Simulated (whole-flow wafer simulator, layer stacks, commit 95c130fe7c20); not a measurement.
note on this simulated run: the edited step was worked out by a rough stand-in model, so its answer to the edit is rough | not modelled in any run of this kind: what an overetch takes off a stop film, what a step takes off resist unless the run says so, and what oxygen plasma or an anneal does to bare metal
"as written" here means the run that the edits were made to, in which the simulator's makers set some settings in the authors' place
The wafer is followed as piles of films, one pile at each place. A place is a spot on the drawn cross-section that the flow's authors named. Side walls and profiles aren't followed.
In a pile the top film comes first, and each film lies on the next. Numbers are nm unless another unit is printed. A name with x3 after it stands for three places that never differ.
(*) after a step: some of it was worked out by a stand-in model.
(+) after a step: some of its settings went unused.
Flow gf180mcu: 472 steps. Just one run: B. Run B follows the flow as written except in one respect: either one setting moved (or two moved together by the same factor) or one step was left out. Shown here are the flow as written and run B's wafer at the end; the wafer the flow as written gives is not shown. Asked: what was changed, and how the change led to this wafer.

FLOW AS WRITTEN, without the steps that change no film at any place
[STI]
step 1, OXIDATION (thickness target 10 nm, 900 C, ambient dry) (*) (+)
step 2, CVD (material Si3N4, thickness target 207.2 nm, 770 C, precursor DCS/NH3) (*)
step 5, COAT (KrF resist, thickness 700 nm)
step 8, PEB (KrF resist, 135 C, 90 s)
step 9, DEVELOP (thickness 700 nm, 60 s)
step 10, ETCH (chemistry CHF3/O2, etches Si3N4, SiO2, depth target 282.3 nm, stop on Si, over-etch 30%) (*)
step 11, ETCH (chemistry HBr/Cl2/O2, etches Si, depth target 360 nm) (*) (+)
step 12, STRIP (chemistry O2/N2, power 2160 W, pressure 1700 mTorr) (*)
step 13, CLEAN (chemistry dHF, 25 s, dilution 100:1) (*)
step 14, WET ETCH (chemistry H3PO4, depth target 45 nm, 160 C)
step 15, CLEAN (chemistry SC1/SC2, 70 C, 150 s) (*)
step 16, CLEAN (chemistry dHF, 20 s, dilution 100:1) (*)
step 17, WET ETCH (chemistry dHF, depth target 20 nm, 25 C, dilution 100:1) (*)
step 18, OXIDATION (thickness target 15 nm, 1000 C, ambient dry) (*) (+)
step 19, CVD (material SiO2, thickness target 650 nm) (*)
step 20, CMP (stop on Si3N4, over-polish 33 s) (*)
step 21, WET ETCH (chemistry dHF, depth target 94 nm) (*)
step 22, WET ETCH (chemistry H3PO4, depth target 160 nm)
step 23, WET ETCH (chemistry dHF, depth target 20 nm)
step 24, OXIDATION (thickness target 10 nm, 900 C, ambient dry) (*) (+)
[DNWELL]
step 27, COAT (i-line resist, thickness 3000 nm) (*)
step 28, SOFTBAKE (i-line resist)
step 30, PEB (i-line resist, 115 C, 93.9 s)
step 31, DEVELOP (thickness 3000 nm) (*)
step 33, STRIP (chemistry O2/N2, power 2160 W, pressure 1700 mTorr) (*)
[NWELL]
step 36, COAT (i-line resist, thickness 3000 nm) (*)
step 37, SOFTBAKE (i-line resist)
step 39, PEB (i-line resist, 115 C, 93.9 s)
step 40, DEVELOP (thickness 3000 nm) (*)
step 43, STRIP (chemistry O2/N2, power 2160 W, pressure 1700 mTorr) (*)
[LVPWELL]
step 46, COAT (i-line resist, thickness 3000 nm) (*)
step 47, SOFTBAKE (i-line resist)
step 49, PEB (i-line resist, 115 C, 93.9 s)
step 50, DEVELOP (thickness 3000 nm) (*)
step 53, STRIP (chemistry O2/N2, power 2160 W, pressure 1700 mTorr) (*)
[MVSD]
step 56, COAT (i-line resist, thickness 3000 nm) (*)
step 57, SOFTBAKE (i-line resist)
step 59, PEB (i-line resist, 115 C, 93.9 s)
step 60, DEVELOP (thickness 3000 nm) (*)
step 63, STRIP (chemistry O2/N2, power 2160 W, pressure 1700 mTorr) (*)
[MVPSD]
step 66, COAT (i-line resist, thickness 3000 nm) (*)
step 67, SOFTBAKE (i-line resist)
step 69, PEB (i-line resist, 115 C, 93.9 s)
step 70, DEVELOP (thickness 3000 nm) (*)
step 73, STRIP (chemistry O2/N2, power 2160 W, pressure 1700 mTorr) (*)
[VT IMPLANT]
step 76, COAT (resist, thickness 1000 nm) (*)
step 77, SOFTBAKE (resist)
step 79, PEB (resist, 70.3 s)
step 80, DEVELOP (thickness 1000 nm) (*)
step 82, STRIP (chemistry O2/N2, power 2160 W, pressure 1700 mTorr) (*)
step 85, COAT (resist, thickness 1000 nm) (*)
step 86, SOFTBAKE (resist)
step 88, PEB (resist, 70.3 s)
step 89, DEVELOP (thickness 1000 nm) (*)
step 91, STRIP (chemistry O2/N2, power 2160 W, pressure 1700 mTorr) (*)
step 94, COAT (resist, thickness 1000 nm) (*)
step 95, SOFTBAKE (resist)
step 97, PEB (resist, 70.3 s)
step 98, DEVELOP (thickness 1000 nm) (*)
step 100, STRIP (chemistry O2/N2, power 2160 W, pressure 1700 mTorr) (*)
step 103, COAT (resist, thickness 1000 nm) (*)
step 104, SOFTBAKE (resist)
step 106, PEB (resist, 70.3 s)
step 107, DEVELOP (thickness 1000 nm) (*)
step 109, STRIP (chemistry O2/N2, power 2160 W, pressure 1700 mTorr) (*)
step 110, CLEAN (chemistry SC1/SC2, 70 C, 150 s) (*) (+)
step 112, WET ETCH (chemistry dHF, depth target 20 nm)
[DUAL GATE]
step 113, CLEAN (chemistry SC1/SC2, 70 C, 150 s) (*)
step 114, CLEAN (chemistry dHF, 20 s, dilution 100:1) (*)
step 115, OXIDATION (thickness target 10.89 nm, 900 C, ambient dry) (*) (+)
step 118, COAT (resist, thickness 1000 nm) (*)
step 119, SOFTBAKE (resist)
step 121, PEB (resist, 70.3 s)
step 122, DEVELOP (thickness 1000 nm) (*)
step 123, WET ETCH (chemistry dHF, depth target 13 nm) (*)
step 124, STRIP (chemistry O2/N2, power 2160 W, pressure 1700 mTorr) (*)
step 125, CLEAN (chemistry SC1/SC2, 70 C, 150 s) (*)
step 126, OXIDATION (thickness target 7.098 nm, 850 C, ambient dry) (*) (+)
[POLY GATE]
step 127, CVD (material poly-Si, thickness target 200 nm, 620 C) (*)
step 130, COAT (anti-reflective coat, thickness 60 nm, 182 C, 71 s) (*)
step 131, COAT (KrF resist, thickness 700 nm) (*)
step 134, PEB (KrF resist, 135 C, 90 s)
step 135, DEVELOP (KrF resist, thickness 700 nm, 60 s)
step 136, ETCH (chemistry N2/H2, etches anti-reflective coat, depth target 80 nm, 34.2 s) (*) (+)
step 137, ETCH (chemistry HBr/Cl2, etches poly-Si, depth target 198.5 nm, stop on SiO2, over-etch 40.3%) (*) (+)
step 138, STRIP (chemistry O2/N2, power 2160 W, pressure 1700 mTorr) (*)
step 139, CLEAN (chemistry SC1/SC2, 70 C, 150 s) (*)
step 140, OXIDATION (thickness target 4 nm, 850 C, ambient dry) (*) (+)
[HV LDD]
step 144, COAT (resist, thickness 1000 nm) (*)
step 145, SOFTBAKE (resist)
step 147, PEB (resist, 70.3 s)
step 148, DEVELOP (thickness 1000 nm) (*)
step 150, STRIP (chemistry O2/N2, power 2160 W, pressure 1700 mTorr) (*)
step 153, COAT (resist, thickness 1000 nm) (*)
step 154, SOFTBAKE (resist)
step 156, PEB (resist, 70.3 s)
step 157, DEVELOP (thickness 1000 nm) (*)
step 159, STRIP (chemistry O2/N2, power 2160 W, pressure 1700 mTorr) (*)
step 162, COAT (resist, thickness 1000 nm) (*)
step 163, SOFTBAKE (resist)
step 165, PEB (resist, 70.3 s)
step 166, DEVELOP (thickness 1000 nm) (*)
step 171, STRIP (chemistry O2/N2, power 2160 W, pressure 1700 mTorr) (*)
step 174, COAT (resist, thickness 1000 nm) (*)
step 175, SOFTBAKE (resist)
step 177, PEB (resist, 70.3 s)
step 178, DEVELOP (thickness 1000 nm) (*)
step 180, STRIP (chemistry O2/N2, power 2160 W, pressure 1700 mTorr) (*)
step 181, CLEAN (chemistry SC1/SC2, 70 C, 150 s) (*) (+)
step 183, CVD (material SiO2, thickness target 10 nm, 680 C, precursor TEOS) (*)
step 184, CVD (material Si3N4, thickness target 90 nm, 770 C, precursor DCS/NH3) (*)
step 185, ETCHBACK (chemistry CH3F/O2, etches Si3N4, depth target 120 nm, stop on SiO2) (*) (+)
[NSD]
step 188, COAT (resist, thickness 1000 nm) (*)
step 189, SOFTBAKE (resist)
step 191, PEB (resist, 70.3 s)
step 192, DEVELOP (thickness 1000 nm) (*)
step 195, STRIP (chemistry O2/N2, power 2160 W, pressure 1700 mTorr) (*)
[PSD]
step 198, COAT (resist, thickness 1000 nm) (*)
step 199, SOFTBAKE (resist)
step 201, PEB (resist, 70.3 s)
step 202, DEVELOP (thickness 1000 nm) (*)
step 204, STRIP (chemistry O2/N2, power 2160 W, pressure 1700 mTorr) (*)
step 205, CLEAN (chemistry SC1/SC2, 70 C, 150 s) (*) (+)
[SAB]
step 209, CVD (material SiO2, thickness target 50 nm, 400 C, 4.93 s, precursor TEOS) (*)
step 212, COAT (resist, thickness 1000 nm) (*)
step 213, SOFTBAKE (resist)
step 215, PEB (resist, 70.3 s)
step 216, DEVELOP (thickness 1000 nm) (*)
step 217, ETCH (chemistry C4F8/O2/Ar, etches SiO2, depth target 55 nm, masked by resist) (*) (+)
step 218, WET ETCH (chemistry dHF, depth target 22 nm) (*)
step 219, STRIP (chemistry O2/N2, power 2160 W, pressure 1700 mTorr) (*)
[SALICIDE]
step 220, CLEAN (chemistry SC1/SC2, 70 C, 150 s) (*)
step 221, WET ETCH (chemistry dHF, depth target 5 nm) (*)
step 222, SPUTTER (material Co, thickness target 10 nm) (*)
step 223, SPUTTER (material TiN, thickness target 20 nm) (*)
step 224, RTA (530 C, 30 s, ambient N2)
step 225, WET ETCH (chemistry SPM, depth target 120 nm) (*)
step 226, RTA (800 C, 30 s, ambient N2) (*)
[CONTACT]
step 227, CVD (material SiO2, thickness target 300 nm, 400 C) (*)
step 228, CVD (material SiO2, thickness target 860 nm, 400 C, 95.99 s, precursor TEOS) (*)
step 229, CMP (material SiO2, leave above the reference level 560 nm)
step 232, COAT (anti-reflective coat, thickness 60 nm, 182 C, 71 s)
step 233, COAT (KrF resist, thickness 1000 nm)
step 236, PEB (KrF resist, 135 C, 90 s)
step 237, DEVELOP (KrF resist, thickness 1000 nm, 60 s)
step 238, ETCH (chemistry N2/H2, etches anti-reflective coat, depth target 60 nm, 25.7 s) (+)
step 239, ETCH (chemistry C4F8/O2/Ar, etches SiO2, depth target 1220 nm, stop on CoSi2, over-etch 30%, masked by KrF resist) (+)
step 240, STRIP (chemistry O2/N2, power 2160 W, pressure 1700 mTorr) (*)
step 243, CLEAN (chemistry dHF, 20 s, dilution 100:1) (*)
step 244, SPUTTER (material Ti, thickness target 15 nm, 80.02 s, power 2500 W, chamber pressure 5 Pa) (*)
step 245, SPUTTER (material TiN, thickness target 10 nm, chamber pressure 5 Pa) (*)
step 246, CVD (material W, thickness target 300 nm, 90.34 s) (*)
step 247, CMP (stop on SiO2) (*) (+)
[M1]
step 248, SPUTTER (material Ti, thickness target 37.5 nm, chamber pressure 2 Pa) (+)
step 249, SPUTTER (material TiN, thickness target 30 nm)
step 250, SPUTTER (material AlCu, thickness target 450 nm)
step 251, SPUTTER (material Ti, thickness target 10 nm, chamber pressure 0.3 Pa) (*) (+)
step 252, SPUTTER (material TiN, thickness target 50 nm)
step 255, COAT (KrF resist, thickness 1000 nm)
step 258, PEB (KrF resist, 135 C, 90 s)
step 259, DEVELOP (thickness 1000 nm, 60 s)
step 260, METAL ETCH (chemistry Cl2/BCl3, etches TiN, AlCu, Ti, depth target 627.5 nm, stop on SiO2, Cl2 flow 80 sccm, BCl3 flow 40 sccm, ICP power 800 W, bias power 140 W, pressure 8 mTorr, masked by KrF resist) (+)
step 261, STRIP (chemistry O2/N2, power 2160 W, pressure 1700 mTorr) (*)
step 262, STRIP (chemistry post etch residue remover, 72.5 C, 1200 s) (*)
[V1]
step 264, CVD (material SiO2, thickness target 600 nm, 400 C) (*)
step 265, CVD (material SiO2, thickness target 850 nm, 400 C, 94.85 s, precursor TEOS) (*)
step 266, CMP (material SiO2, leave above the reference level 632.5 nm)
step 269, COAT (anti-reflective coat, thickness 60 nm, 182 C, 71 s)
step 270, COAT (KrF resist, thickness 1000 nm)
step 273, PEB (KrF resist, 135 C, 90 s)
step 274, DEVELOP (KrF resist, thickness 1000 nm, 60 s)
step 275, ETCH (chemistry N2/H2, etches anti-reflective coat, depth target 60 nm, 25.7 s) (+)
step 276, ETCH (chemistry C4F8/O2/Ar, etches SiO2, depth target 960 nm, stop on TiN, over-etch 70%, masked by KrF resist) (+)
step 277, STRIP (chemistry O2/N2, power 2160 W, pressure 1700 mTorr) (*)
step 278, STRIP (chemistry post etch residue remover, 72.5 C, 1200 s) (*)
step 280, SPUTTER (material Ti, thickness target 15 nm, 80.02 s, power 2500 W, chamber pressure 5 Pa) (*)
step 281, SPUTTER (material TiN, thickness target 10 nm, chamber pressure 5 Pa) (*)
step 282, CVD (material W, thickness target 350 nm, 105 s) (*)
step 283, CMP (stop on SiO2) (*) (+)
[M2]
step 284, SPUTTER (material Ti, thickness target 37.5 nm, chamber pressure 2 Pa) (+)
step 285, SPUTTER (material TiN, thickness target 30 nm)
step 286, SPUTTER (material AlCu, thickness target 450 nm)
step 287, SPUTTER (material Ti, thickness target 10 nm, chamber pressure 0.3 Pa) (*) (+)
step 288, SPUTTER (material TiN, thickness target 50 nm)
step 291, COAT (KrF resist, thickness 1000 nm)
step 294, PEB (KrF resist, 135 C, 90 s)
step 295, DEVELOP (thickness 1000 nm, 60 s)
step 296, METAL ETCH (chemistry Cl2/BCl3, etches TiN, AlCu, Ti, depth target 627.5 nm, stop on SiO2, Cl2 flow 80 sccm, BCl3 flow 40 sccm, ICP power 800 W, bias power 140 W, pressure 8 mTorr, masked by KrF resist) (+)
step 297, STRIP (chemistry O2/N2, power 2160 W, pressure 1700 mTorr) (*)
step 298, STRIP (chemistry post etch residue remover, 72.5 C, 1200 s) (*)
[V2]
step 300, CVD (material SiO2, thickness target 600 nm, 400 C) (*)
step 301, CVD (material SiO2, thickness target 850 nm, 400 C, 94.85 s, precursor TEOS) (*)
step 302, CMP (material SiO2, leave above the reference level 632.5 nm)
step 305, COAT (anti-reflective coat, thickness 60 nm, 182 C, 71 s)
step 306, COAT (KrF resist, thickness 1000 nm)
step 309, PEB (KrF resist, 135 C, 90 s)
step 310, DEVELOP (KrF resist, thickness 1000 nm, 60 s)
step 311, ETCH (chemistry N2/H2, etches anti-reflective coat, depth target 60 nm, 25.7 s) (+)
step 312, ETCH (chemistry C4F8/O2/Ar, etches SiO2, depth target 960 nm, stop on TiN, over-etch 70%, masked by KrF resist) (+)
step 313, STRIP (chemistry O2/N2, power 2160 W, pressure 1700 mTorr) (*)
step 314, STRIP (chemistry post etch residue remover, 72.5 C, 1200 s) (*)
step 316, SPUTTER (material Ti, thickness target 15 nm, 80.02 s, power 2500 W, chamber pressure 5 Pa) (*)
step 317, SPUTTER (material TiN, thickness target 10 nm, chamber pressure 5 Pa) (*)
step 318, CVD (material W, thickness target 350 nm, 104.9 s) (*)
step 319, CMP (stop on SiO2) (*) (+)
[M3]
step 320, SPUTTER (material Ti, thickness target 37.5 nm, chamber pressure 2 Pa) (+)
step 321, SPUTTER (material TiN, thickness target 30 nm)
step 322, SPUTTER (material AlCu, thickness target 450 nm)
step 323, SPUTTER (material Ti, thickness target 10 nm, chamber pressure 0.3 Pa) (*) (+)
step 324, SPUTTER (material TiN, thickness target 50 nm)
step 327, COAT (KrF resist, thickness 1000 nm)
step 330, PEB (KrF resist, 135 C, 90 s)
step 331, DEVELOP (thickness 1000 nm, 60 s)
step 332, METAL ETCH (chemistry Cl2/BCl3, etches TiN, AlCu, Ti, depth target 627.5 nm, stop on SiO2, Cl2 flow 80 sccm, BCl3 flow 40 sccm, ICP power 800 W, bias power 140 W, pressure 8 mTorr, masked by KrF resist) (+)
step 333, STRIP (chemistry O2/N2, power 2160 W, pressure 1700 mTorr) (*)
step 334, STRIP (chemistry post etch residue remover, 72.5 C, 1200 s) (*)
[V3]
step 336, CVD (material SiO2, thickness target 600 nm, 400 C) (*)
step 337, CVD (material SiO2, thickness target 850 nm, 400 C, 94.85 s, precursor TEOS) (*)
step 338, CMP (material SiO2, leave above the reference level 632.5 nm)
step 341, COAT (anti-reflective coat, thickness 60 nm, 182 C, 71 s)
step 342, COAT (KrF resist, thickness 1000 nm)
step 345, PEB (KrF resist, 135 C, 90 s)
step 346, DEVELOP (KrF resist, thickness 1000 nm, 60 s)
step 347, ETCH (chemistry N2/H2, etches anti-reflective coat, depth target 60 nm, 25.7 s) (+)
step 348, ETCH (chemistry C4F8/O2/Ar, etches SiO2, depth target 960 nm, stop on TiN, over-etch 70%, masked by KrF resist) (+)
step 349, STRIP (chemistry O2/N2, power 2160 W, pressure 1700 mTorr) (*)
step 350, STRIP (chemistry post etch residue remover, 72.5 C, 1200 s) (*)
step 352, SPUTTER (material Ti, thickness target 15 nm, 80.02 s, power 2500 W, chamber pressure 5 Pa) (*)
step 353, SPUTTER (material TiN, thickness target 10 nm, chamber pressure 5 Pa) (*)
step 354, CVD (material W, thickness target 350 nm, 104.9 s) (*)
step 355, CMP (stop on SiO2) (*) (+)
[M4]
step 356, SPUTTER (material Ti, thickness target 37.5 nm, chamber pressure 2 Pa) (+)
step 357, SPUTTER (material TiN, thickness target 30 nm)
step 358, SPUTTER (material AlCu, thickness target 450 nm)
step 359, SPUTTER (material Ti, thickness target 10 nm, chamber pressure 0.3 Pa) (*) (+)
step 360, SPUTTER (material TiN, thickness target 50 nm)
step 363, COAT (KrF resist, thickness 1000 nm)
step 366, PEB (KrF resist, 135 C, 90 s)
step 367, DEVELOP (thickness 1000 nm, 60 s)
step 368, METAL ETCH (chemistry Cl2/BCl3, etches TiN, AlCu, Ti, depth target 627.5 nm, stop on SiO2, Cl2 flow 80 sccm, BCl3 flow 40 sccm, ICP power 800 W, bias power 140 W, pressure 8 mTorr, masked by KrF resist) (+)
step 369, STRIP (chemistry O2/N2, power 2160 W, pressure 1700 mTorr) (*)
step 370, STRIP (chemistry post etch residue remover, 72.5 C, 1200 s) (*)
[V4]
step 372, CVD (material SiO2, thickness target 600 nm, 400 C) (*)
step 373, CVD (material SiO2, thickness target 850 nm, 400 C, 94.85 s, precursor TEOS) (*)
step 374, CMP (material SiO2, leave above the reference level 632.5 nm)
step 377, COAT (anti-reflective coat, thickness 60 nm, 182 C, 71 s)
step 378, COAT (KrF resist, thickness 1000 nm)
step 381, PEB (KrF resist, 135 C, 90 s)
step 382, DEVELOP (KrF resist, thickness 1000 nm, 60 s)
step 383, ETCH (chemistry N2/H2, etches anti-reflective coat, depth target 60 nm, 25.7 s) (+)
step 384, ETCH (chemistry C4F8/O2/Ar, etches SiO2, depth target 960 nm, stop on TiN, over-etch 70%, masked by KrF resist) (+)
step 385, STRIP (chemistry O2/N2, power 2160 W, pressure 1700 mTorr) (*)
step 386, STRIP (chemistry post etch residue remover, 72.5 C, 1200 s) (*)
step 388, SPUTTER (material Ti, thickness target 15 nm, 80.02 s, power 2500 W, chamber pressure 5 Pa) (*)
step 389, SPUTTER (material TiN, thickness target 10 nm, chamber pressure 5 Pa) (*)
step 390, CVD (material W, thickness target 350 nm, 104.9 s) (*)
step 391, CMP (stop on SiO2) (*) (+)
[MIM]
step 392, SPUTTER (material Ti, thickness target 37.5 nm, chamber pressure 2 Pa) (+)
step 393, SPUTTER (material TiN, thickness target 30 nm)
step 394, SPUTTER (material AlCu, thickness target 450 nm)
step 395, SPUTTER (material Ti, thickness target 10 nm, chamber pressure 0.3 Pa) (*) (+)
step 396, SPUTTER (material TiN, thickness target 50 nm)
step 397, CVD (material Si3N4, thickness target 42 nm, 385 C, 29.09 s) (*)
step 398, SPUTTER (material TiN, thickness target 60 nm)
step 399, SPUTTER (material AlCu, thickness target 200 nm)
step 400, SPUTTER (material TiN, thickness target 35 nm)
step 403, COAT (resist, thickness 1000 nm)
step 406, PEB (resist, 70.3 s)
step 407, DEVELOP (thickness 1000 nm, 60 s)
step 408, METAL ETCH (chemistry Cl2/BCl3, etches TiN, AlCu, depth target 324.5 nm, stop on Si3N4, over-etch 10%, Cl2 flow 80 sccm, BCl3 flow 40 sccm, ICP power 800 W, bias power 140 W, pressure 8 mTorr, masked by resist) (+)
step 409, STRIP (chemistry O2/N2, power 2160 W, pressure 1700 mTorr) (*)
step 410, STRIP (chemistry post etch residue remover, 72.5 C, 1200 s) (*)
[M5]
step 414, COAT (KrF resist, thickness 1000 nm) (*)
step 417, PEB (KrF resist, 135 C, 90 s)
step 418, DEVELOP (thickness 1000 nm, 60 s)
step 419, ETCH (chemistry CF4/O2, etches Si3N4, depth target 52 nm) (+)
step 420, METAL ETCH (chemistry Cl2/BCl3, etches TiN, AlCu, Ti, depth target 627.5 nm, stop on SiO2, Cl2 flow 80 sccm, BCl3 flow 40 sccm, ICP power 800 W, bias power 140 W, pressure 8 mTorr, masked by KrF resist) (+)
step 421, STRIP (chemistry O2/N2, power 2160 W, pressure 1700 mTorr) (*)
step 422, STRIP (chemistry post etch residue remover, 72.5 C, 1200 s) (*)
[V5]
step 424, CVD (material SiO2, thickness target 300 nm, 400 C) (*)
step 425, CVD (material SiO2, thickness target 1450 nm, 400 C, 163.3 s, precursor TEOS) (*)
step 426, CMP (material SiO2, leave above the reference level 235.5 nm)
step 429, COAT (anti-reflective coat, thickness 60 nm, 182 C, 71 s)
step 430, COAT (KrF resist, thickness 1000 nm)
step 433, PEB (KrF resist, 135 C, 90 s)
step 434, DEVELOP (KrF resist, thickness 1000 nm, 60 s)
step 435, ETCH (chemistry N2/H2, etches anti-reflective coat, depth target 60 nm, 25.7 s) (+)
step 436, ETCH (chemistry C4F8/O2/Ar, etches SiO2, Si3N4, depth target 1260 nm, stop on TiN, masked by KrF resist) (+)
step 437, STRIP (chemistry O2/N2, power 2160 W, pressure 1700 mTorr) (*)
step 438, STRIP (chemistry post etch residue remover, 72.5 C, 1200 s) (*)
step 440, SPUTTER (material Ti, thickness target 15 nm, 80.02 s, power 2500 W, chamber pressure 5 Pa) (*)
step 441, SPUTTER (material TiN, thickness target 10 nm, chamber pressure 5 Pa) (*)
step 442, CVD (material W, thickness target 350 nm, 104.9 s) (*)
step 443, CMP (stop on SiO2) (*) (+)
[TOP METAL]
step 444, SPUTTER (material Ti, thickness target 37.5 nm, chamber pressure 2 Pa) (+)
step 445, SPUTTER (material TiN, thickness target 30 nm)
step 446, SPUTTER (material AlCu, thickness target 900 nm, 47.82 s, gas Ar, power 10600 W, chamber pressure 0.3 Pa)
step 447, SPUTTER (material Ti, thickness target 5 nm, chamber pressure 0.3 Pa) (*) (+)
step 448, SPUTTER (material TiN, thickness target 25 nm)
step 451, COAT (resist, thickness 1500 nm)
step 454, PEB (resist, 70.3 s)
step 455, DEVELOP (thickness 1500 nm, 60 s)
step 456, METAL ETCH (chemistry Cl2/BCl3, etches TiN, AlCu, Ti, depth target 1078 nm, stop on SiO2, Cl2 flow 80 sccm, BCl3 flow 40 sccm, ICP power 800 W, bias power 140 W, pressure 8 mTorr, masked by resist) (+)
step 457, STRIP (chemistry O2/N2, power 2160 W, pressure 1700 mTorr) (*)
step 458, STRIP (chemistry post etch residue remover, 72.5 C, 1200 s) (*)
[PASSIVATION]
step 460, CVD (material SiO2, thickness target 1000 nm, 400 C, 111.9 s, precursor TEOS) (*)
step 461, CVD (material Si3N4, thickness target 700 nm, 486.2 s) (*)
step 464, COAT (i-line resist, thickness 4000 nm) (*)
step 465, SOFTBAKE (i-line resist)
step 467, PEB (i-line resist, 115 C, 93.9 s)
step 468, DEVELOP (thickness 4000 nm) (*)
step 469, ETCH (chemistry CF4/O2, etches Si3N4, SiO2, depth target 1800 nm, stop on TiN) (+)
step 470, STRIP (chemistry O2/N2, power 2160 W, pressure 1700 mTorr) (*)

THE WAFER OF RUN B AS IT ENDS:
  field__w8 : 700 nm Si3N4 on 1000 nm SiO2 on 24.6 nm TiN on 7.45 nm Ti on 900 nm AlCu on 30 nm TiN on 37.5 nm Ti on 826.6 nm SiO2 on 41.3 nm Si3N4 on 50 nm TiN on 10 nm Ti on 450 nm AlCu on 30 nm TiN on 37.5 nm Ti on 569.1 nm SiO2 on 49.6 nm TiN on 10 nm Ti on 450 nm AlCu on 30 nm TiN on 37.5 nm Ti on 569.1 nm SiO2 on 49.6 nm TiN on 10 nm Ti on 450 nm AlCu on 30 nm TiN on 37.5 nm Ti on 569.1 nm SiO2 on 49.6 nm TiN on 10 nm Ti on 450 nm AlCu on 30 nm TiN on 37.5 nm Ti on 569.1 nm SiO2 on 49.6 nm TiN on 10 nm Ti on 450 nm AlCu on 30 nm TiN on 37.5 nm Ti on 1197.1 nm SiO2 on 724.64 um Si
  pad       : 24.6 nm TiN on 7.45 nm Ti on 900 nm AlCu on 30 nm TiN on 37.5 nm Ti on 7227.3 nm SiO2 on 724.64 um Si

The reason: step 447, SPUTTER: thickness target 7.45 nm was run, while the flow as written has thickness target 5 nm.
The wafer itself shows it: field__w8 has Ti 7.45, and step 447 as written asks for 5 nm.

The path from the change to this, step by step:
  step 447, SPUTTER (material Ti, thickness target 5 nm, chamber pressure 0.3 Pa) (*) (+)
      field, field__w1, field__w2 and 109 more: +7.45 Ti (new film) (it would be, as written: +5 Ti (new film))
  step 456, METAL ETCH (chemistry Cl2/BCl3, etches TiN, AlCu, Ti, depth target 1078 nm, stop on SiO2, Cl2 flow 80 sccm, BCl3 flow 40 sccm, ICP power 800 W, bias power 140 W, pressure 8 mTorr, masked by resist) (+)
      field, field__w1, field__w2 and 103 more: -25 TiN (all of it), -7.45 Ti (all of it), -900 AlCu (all of it), -30 TiN (all of it), -37.5 Ti (all of it) (it would be, as written: -25 TiN (all of it), -5 Ti (all of it), -900 AlCu (all of it), -30 TiN (all of it), -37.5 Ti (all of it))
